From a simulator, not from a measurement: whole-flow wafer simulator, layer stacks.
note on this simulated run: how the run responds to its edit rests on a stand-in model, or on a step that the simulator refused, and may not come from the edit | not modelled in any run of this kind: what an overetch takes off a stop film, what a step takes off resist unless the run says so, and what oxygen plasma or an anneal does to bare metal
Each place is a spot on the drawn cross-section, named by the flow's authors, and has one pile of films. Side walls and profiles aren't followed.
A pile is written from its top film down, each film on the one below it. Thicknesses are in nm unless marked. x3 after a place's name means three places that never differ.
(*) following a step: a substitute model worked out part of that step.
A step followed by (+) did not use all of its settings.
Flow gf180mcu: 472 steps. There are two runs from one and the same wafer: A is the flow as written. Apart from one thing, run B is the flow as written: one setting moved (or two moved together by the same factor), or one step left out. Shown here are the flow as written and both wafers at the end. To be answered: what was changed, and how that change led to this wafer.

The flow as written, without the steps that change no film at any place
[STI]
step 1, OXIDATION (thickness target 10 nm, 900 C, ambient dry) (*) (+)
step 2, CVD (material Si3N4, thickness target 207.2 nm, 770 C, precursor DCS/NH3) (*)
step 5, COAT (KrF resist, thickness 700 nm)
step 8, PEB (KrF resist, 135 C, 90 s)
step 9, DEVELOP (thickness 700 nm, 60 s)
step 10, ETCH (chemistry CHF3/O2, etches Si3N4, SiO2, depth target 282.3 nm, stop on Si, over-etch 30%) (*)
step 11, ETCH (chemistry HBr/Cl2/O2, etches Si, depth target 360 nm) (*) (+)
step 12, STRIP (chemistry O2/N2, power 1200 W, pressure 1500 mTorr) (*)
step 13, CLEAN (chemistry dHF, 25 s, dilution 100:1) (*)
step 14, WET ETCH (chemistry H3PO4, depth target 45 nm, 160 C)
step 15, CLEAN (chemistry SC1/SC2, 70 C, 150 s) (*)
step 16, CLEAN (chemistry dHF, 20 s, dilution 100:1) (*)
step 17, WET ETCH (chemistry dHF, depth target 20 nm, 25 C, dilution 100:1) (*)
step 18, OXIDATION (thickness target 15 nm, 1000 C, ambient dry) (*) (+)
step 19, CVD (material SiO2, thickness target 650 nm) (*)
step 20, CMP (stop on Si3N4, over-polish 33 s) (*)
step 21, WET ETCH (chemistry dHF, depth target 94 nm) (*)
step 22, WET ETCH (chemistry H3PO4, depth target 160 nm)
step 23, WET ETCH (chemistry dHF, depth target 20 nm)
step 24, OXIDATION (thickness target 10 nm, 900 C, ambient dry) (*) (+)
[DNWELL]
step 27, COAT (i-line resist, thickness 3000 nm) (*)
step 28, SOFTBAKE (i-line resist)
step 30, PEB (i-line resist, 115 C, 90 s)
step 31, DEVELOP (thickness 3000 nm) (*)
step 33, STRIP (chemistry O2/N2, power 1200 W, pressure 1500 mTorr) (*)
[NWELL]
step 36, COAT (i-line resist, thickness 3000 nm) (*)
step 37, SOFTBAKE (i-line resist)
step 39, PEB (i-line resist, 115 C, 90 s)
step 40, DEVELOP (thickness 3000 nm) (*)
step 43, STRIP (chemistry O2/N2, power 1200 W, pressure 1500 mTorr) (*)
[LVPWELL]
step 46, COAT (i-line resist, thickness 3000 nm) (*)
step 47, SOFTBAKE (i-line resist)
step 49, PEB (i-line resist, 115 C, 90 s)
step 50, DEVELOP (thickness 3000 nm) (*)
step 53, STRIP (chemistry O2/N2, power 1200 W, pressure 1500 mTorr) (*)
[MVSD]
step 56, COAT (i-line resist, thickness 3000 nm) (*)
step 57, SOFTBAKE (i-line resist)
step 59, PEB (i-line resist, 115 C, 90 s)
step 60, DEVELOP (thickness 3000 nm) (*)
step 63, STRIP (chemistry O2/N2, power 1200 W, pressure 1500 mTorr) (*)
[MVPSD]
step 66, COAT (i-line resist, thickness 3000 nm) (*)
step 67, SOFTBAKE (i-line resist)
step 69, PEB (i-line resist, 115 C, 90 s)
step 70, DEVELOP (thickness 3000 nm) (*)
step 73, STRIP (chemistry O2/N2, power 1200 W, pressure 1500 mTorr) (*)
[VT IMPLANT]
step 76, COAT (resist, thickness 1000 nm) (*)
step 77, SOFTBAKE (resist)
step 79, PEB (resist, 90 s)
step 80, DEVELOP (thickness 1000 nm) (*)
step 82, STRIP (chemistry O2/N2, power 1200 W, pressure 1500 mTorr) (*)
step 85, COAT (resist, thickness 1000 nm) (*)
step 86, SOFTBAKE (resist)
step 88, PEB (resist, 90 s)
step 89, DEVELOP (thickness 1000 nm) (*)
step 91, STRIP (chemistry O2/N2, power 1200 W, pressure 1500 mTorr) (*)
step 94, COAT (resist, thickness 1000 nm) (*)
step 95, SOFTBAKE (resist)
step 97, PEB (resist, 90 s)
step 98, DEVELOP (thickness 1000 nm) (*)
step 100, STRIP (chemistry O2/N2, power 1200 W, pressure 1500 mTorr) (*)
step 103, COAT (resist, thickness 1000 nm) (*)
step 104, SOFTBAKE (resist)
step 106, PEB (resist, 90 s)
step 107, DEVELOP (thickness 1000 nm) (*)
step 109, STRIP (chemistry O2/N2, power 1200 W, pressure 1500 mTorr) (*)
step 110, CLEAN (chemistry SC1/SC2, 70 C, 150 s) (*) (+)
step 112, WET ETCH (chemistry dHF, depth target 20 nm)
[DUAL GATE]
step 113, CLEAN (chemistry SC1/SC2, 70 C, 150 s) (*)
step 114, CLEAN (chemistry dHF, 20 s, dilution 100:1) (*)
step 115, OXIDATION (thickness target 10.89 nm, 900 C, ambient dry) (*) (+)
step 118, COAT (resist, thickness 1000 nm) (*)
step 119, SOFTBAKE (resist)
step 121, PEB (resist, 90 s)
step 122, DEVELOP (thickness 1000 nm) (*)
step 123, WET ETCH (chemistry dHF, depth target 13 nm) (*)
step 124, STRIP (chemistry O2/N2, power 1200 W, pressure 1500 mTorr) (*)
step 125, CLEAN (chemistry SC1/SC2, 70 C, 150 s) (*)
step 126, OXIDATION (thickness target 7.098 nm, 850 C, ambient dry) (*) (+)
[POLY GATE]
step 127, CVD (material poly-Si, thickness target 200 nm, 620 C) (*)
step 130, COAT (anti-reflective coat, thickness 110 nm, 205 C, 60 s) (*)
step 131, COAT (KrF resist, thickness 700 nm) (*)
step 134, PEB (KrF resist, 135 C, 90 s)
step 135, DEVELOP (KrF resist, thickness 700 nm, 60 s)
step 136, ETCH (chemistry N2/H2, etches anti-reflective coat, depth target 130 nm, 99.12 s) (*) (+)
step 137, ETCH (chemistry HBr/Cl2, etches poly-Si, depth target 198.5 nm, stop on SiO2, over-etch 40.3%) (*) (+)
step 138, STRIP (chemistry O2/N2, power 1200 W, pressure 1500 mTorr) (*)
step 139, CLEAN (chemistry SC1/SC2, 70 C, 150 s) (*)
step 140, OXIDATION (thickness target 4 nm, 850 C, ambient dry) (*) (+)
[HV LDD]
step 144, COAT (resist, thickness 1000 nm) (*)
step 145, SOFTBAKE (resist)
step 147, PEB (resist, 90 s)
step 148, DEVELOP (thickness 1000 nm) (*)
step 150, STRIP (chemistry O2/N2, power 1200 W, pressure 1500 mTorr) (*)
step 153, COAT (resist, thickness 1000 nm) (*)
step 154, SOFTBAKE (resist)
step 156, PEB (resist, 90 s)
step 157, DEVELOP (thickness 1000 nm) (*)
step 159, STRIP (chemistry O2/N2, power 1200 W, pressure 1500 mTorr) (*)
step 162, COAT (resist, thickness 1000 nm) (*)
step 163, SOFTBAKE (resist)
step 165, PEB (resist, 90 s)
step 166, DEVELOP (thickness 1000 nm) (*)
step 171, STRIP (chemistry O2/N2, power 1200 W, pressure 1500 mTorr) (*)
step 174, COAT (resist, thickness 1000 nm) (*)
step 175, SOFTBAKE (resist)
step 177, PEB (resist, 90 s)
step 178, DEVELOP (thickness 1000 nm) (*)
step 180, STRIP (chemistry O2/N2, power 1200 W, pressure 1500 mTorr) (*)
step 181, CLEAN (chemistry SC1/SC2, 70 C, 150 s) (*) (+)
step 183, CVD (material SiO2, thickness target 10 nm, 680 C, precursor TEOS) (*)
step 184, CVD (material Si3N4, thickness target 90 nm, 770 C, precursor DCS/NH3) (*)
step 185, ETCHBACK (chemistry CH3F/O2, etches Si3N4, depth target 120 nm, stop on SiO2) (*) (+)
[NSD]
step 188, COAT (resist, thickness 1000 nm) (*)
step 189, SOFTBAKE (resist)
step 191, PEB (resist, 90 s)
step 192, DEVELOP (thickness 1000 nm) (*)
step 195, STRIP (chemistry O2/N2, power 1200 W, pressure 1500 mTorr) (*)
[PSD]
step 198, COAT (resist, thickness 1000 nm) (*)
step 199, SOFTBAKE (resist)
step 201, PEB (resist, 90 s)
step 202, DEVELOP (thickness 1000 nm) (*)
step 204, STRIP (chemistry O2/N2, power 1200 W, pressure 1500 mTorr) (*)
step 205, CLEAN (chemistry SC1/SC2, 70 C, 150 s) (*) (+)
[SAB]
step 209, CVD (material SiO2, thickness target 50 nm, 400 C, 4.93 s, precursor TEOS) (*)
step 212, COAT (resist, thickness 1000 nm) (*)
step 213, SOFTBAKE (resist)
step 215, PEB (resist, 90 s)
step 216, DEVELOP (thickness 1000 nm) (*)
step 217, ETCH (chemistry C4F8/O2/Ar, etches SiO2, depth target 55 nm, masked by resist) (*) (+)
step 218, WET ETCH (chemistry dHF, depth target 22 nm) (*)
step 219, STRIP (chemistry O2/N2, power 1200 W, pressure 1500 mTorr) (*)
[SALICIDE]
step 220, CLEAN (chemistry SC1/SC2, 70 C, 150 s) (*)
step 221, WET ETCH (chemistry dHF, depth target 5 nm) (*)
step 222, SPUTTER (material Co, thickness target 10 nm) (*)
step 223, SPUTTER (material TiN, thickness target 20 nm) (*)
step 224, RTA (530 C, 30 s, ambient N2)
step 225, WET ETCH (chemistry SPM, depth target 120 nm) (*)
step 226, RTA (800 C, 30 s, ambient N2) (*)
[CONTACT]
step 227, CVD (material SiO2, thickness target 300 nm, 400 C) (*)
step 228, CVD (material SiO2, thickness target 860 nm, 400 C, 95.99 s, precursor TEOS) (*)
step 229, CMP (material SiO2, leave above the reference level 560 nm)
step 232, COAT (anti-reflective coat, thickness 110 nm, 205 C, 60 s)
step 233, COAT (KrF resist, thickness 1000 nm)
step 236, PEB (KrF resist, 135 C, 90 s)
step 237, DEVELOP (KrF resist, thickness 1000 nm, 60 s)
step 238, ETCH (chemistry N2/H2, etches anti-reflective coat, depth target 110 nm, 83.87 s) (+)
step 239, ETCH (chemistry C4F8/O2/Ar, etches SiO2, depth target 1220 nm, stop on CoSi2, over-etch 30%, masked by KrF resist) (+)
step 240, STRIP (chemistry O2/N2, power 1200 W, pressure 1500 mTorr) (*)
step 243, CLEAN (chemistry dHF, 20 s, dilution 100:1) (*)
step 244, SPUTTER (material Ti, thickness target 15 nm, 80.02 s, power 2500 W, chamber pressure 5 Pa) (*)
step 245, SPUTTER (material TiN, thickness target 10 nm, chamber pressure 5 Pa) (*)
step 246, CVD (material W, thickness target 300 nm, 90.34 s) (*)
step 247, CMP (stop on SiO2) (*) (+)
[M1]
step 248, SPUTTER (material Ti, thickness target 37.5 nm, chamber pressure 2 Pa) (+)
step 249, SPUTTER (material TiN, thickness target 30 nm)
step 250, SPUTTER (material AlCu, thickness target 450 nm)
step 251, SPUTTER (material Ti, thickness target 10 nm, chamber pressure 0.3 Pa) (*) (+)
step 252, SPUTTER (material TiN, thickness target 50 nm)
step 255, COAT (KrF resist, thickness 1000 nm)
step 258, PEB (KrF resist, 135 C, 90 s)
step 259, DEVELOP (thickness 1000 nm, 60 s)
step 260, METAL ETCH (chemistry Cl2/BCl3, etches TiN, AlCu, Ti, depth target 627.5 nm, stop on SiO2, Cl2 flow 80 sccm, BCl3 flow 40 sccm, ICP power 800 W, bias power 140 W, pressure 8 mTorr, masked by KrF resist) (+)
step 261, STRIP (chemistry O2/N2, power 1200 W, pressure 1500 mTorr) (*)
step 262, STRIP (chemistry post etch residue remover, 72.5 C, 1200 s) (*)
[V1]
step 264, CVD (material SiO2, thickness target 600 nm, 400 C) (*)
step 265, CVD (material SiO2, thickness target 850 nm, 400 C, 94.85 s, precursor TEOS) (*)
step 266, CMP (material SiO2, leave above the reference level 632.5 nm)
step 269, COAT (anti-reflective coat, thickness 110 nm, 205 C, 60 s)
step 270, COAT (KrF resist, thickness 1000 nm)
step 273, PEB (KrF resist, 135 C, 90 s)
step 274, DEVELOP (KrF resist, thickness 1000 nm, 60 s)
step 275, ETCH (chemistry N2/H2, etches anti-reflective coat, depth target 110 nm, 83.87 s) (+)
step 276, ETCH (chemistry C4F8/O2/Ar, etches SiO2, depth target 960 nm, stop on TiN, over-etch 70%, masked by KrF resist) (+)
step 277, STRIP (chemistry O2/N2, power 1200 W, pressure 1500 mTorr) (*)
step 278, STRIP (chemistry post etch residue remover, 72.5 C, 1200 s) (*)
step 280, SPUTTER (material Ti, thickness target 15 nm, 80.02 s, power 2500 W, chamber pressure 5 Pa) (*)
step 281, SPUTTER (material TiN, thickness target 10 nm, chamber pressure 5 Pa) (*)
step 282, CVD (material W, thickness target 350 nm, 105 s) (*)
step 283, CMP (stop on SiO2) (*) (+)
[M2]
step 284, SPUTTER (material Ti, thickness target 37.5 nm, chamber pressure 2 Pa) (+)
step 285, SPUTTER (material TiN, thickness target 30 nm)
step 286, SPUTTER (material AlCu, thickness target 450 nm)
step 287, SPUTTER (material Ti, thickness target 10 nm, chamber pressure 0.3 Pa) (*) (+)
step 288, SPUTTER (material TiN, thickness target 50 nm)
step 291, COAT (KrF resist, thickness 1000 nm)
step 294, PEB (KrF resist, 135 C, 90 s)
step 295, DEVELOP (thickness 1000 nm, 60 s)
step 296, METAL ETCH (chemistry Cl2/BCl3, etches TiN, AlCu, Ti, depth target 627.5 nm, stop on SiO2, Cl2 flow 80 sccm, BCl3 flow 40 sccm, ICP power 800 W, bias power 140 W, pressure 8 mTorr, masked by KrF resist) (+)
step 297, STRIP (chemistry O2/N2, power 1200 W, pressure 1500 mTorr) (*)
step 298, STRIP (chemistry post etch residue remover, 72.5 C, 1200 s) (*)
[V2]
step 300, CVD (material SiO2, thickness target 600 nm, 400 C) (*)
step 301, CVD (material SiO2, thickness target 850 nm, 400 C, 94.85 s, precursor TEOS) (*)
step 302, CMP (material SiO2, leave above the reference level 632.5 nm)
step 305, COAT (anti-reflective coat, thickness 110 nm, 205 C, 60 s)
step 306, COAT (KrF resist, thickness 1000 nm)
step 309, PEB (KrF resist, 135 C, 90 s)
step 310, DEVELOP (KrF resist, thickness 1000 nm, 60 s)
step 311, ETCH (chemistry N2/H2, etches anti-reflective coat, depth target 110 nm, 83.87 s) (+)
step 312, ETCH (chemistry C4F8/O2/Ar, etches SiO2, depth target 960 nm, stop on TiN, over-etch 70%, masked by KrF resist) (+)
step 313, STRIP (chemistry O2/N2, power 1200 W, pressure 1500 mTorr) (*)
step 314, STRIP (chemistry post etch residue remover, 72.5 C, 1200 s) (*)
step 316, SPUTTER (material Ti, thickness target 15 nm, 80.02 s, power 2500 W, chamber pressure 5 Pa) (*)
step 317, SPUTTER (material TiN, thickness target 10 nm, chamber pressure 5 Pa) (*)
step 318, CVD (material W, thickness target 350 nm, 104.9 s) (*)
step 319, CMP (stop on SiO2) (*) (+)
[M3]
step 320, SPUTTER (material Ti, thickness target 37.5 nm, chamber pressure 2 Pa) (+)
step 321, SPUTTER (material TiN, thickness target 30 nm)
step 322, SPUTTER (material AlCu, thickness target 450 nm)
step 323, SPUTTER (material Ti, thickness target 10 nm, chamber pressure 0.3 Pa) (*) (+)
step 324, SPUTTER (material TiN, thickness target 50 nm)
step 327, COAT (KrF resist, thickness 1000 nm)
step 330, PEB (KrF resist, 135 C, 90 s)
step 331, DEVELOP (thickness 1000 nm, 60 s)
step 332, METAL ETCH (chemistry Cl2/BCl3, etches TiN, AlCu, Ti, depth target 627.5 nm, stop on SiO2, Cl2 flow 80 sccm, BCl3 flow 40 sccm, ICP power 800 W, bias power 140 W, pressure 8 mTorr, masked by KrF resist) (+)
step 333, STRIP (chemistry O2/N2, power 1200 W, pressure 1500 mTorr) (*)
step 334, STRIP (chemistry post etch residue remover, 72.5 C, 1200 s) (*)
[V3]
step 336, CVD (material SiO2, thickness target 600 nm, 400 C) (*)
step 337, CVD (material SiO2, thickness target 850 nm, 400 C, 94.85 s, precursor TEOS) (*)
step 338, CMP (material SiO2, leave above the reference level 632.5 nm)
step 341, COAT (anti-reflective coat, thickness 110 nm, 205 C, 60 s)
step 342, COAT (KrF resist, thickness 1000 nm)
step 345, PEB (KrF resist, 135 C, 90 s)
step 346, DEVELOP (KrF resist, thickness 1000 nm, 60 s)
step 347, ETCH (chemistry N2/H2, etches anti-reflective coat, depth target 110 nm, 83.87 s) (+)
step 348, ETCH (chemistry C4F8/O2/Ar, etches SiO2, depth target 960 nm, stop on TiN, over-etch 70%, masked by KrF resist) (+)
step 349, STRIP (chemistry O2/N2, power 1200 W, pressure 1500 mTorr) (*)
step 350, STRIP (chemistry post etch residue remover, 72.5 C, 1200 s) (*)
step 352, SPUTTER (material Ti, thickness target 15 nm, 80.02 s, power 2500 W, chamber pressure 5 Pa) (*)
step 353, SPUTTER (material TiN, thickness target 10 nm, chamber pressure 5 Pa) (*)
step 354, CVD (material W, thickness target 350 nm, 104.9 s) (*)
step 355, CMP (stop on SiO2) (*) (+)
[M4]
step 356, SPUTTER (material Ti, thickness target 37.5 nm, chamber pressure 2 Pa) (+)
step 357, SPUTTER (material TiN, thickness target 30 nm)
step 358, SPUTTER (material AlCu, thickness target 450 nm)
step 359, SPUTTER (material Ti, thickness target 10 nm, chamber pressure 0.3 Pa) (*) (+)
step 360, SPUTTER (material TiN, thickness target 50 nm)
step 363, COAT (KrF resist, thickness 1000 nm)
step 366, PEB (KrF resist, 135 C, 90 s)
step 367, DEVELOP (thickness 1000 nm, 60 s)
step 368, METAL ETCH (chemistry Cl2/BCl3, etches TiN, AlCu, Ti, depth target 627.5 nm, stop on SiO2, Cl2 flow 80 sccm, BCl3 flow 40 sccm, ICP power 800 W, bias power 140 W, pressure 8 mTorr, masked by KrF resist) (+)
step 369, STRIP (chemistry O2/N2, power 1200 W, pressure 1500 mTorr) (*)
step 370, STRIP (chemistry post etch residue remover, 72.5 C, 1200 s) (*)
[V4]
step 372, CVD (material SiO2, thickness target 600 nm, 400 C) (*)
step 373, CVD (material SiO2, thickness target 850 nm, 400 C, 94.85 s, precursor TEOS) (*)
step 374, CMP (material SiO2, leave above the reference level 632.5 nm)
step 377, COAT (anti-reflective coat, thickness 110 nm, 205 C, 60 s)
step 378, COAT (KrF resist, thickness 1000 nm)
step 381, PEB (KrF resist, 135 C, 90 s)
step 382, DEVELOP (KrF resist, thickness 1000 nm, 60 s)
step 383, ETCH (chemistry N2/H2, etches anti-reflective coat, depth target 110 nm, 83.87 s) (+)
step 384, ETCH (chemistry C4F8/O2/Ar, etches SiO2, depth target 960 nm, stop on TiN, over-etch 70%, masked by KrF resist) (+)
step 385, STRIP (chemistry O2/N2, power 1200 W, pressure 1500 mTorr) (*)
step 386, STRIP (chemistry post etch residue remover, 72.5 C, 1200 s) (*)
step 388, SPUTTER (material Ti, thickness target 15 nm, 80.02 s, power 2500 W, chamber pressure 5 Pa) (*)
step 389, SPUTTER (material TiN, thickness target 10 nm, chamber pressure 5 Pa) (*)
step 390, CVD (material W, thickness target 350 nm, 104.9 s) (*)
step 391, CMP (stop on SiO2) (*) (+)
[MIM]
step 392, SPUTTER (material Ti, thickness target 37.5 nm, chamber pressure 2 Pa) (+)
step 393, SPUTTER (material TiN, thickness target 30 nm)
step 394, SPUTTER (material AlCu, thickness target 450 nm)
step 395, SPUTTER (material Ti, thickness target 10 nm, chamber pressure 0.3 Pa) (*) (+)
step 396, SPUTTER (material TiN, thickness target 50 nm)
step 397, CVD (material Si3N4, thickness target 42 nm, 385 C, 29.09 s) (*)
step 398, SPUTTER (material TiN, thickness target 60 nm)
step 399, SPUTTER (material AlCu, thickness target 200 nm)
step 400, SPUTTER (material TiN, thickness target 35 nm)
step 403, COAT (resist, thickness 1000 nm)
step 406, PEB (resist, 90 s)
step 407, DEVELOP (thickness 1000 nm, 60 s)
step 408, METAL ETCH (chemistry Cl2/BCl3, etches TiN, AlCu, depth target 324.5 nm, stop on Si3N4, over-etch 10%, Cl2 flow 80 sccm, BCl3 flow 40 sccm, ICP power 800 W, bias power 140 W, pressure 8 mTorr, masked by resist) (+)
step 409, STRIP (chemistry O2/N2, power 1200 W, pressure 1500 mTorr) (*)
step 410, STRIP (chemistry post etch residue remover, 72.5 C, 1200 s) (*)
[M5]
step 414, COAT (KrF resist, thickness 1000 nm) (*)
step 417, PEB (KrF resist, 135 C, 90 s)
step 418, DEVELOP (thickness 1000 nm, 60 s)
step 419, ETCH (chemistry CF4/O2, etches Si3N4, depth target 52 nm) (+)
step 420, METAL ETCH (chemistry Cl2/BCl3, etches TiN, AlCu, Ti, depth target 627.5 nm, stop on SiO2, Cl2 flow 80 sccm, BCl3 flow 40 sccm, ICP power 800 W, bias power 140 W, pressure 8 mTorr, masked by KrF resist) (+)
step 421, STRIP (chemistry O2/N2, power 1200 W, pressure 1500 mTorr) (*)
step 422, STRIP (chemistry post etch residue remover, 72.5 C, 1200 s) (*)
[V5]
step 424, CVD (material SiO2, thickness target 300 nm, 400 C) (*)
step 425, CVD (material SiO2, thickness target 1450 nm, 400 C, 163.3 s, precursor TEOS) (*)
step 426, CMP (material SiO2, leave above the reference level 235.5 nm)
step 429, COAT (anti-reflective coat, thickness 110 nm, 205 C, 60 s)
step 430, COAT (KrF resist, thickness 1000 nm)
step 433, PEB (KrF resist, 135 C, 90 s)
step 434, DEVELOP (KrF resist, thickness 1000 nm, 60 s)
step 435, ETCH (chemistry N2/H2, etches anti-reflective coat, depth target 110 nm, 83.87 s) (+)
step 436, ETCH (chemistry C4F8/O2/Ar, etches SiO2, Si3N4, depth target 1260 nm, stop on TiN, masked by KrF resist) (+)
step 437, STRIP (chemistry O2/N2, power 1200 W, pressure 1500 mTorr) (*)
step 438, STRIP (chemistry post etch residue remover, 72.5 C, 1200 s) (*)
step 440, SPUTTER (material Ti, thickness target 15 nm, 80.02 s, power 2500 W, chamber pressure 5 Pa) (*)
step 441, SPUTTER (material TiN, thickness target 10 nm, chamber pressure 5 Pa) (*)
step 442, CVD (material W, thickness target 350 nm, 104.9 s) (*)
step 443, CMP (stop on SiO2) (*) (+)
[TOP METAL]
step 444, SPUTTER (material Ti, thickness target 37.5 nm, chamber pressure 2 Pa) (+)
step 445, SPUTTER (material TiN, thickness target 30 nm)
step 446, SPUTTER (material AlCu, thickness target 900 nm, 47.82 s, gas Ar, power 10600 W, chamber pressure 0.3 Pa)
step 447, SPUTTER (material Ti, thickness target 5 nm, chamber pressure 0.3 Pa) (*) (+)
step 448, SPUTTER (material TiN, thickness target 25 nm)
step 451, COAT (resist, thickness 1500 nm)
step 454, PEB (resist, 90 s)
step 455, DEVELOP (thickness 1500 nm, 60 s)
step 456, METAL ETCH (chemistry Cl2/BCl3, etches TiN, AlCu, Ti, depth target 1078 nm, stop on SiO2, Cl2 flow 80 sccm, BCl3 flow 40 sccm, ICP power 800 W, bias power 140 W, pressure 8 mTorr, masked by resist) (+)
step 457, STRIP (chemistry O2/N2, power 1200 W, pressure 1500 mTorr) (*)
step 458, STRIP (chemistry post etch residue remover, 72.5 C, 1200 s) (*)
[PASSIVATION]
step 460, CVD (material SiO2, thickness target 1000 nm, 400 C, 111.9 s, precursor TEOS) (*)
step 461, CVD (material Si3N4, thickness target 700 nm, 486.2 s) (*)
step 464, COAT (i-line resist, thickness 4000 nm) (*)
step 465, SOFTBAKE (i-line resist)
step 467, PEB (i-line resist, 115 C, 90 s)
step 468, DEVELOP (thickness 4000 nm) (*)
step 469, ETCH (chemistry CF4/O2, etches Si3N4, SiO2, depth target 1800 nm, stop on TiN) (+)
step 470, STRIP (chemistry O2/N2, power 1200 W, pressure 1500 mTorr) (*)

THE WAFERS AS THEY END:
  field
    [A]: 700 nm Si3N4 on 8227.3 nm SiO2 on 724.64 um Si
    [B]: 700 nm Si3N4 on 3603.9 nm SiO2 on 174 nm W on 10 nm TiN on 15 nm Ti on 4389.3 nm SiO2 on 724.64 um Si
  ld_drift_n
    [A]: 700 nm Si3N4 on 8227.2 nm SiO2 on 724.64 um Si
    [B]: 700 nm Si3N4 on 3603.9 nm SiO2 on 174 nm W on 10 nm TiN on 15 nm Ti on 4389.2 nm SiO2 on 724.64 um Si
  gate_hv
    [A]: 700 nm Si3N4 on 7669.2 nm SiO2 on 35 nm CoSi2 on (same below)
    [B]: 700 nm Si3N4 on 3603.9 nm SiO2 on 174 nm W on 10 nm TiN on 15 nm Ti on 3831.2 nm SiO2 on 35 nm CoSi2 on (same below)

What caused this: step 301, CVD: material SiO2, thickness target 850 nm, 400 C, 94.85 s, precursor TEOS (*), was omitted.

The path from the change to this, step by step:
  step 302, CMP (material SiO2, leave above the reference level 632.5 nm)
      field, field__w1, field__w2 and 103 more: A SiO2 loses 300 | B nothing
      field__w8, contact, m1, m1__w1, m1_nw: A SiO2 loses 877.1 | B SiO2 loses 27.1
  step 305, COAT (anti-reflective coat, thickness 110 nm, 205 C, 60 s)
      p_well, sti, spacer, sd_n, mim_1p0, pad, dice_street: A anti-reflective coat gains 110 (new film) | B anti-reflective coat gains 113.1 (new film)
      field: A anti-reflective coat gains 110 (new film) | B anti-reflective coat gains 412.3 (new film)
      (also at 34 further places)
  step 306, COAT (KrF resist, thickness 1000 nm)
      field: A KrF resist gains 1000 (new film) | B KrF resist gains 858.1 (new film)
      field__w5: A KrF resist gains 1000 (new film) | B KrF resist gains 1032.7 (new film)
      (also at 27 further places)
  step 309, PEB (KrF resist, 135 C, 90 s)
      polyc_n, polyc_n_rim: A KrF resist loses 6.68 | B KrF resist loses 11.1
      field: A KrF resist loses 6.68 | B KrF resist loses 5.04
      (also at 17 further places)
  step 310, DEVELOP (KrF resist, thickness 1000 nm, 60 s)
      contact: A KrF resist loses 993.3 (all of it) | B KrF resist loses 681.3 (all of it)
  step 311, ETCH (chemistry N2/H2, etches anti-reflective coat, depth target 110 nm, 83.87 s) (+)
      contact: A anti-reflective coat loses 110 (all of it), SiO2 loses 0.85 | B anti-reflective coat loses 20.2 (all of it), SiO2 loses 3.15
  step 313, STRIP (chemistry O2/N2, power 1200 W, pressure 1500 mTorr) (*)
      p_well, sti, spacer, sd_n, mim_1p0, pad, dice_street: A KrF resist loses 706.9 (all of it), anti-reflective coat loses 110 (all of it) | B KrF resist loses 707.4 (all of it), anti-reflective coat loses 113.1 (all of it)
      field: A KrF resist loses 706.9 (all of it), anti-reflective coat loses 110 (all of it) | B KrF resist loses 566.7 (all of it), anti-reflective coat loses 412.3 (all of it)
      (also at 37 further places)
  step 316, SPUTTER (material Ti, thickness target 15 nm, 80.02 s, power 2500 W, chamber pressure 5 Pa) (*)
      contact: A Ti gains 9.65 (new film) | B Ti gains 14.6 (new film)
  step 317, SPUTTER (material TiN, thickness target 10 nm, chamber pressure 5 Pa) (*)
      contact: A TiN gains 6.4 (new film) | B TiN gains 9.75 (new film)
  step 318, CVD (material W, thickness target 350 nm, 104.9 s) (*)
      contact: A W gains 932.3 (new film) | B W gains 352.9 (new film)
  step 319, CMP (stop on SiO2) (*) (+)
      contact: A W loses 378.8 | B W loses 352.9 (all of it), TiN loses 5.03
      field__w8, m1, m1__w1, m1_nw: A W loses 350 (all of it), TiN loses 10 (all of it), Ti loses 15 (all of it), SiO2 loses 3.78 | B W loses 350 (all of it), TiN loses 10 (all of it), Ti loses 15 (all of it), SiO2 loses 22.7
  step 323, SPUTTER (material Ti, thickness target 10 nm, chamber pressure 0.3 Pa) (*) (+)
      field__w5: A Ti gains 10 (new film) | B Ti gains 9.25 (new film)
  step 327, COAT (KrF resist, thickness 1000 nm)
      field: A KrF resist gains 1000 (new film) | B KrF resist gains 1154.4 (new film)
      field__w8: A KrF resist gains 1000 (new film) | B KrF resist gains 618.2 (new film)
      (also at 11 further places)
  step 330, PEB (KrF resist, 135 C, 90 s)
      field: A KrF resist loses 6.68 | B KrF resist loses 8.45
      field__w8: A KrF resist loses 6.68 | B KrF resist loses 3.08
      (also at 8 further places)
  step 331, DEVELOP (thickness 1000 nm, 60 s)
      field: A KrF resist loses 993.3 (all of it) | B KrF resist loses 1145.9 (all of it)
      n_well: A KrF resist loses 993.3 (all of it) | B KrF resist loses 1109.3 (all of it)
      (also at 6 further places)
  step 332, METAL ETCH (chemistry Cl2/BCl3, etches TiN, AlCu, Ti, depth target 627.5 nm, stop on SiO2, Cl2 flow 80 sccm, BCl3 flow 40 sccm, ICP power 800 W, bias power 140 W, pressure 8 mTorr, masked by KrF resist) (+)
      field__w5: A TiN loses 50 (all of it), Ti loses 10 (all of it), AlCu loses 450 (all of it), TiN loses 30 (all of it), Ti loses 37.5 (all of it) | B TiN loses 49.4 (all of it), Ti loses 9.25 (all of it), AlCu loses 445.4 (all of it), TiN loses 29.6 (all of it), Ti loses 37.5 (all of it)
  ... 16 other steps ...
  step 374, CMP (material SiO2, leave above the reference level 632.5 nm)
      field, field__w1, field__w2 and 103 more: A SiO2 loses 300 | B SiO2 loses 287.7
With metal films that touch counted as one body, field has 1 body; the flow as written gives 0 bodies.
With metal films that touch counted as one body, ld_drift_n has 1 body; the flow as written gives 0 bodies.
With metal films that touch counted as one body, gate_hv has 2 bodies (between them, from the top down: SiO2 3831.2); the flow as written gives 1 body.
